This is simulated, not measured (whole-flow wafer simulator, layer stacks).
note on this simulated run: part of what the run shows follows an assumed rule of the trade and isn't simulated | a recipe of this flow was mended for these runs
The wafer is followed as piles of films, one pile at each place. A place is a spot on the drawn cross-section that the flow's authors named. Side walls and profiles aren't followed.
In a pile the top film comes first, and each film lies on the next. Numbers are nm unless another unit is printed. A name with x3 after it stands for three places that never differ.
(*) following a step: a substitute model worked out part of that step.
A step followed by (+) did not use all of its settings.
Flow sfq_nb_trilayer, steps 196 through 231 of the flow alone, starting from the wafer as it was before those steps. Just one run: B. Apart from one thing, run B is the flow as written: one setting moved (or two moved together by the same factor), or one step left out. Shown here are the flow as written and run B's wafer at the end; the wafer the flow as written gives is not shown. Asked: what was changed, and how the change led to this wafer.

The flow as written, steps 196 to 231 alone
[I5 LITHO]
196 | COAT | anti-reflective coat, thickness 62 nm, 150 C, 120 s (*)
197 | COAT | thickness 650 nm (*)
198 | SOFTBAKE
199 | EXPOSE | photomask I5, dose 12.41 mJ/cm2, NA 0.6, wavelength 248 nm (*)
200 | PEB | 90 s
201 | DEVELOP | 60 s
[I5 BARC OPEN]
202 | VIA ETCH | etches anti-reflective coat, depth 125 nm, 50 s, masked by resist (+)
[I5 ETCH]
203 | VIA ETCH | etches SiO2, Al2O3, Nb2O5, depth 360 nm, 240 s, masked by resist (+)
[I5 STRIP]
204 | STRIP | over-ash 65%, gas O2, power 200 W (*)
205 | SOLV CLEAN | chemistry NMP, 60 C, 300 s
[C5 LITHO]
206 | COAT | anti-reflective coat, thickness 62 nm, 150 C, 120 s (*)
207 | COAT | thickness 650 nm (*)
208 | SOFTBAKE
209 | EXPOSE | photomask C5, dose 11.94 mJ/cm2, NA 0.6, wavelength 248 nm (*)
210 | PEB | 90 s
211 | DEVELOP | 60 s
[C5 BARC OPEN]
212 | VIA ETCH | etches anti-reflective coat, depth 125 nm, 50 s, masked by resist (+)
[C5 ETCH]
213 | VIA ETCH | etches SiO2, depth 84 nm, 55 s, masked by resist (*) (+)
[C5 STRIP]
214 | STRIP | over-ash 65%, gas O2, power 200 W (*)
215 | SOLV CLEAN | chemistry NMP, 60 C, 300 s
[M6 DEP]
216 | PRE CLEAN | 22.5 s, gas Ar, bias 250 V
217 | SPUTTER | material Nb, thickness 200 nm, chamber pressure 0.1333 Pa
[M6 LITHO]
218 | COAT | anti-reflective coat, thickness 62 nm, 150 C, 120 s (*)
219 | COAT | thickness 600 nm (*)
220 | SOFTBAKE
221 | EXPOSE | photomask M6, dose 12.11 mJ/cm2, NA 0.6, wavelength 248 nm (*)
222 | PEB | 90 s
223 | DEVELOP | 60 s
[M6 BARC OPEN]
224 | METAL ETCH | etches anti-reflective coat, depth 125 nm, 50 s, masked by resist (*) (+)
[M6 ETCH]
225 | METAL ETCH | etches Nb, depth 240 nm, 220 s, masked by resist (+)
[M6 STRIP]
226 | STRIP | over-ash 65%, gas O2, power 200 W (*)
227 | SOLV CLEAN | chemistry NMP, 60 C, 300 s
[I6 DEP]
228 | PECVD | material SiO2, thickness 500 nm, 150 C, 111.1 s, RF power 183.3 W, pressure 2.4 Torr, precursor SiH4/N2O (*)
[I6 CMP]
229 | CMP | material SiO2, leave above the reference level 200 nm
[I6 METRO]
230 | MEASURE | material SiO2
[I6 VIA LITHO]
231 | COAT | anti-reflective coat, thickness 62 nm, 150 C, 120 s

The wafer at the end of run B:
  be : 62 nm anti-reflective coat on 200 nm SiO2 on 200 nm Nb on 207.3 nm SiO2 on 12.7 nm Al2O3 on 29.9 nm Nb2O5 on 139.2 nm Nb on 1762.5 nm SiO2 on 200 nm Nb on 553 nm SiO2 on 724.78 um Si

The reason: step 202, VIA ETCH: etches anti-reflective coat, depth 125 nm, 50 s, masked by resist (+), was skipped.

The path from the change to this, step by step:
  203 | VIA ETCH | etches SiO2, Al2O3, Nb2O5, depth 360 nm, 240 s, masked by resist (+)
      be: -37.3 anti-reflective coat (as written it would have been: -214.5 SiO2 (all of it), -12.7 Al2O3 (all of it), -29.9 Nb2O5 (all of it), -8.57 Nb)
  204 | STRIP | over-ash 65%, gas O2, power 200 W (*)
      be: -25.4 anti-reflective coat (all of it) (as written it would have been: nothing)
      p4_fl x5, p4_w1 x9, p3_s0 x9, l0r_line_l x3, l0r_space_c x15, m0r_space_l x2, m6r_line_l x2, m6r_space_l x2: -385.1 KrF-resist-other-grade (all of it), -62 anti-reflective coat (all of it) (as written it would have been: -315.7 KrF-resist-other-grade (all of it), -62 anti-reflective coat (all of it))
      (also at 58 further places)
  206 | COAT | anti-reflective coat, thickness 62 nm, 150 C, 120 s (*)
      via_wr: +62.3 anti-reflective coat (new film) (as written it would have been: +64.4 anti-reflective coat (new film))
      via_sp: +62.3 anti-reflective coat (new film) (as written it would have been: +69 anti-reflective coat (new film))
      (also at 7 further places)
  207 | COAT | thickness 650 nm (*)
      via_v: +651 KrF-resist-other-grade (new film) (as written it would have been: +636.2 KrF-resist-other-grade (new film))
      be: +650.9 KrF-resist-other-grade (new film) (as written it would have been: +815 KrF-resist-other-grade (new film))
      (also at 2 further places)
  212 | VIA ETCH | etches anti-reflective coat, depth 125 nm, 50 s, masked by resist (+)
      c5j: -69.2 anti-reflective coat (all of it), -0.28 SiO2 (as written it would have been: -73.7 anti-reflective coat (all of it), -0.26 SiO2)
  214 | STRIP | over-ash 65%, gas O2, power 200 W (*)
      via_wr: -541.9 KrF-resist-other-grade (all of it), -62.3 anti-reflective coat (all of it) (as written it would have been: -537.9 KrF-resist-other-grade (all of it), -64.4 anti-reflective coat (all of it))
      via_sp: -542 KrF-resist-other-grade (all of it), -62.3 anti-reflective coat (all of it) (as written it would have been: -532 KrF-resist-other-grade (all of it), -69 anti-reflective coat (all of it))
      (also at 7 further places)
  216 | PRE CLEAN | 22.5 s, gas Ar, bias 250 V
      be: -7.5 SiO2 (as written it would have been: -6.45 Nb)
  217 | SPUTTER | material Nb, thickness 200 nm, chamber pressure 0.1333 Pa
      be: +200 Nb (new film) (as written it would have been: +145.8 Nb)
  218 | COAT | anti-reflective coat, thickness 62 nm, 150 C, 120 s (*)
      via_wr: +62.2 anti-reflective coat (new film) (as written it would have been: +64.4 anti-reflective coat (new film))
      via_sp: +62.2 anti-reflective coat (new film) (as written it would have been: +68.8 anti-reflective coat (new film))
      (also at 11 further places)
  219 | COAT | thickness 600 nm (*)
      via_v: +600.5 KrF-resist-other-grade (new film) (as written it would have been: +584.1 KrF-resist-other-grade (new film))
      be: +598.8 KrF-resist-other-grade (new film) (as written it would have been: +795.2 KrF-resist-other-grade (new film))
      (also at 2 further places)
  223 | DEVELOP | 60 s
      gap: -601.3 KrF-resist-other-grade (all of it) (as written it would have been: -584.6 KrF-resist-other-grade (all of it))
  224 | METAL ETCH | etches anti-reflective coat, depth 125 nm, 50 s, masked by resist (*) (+)
      gap: -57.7 anti-reflective coat (all of it) (as written it would have been: -61.1 anti-reflective coat (all of it))
  226 | STRIP | over-ash 65%, gas O2, power 200 W (*)
      via_wr: -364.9 KrF-resist-other-grade (all of it), -62.2 anti-reflective coat (all of it) (as written it would have been: -361.2 KrF-resist-other-grade (all of it), -64.4 anti-reflective coat (all of it))
      via_sp: -364.9 KrF-resist-other-grade (all of it), -62.2 anti-reflective coat (all of it) (as written it would have been: -355.6 KrF-resist-other-grade (all of it), -68.8 anti-reflective coat (all of it))
      (also at 10 further places)
  228 | PECVD | material SiO2, thickness 500 nm, 150 C, 111.1 s, RF power 183.3 W, pressure 2.4 Torr, precursor SiH4/N2O (*)
      be: +500 SiO2 (new film) (as written it would have been: +702 SiO2 (new film))
  229 | CMP | material SiO2, leave above the reference level 200 nm
      be: -300 SiO2 (as written it would have been: -182.7 SiO2)
If metal films that touch count as one body, be has 3 bodies (between them, from the top down: SiO2 207.3 / Al2O3 12.7 / Nb2O5 29.9; SiO2 1762.5); the flow as written gives 2 bodies (between them, from the top down: SiO2 1762.5).
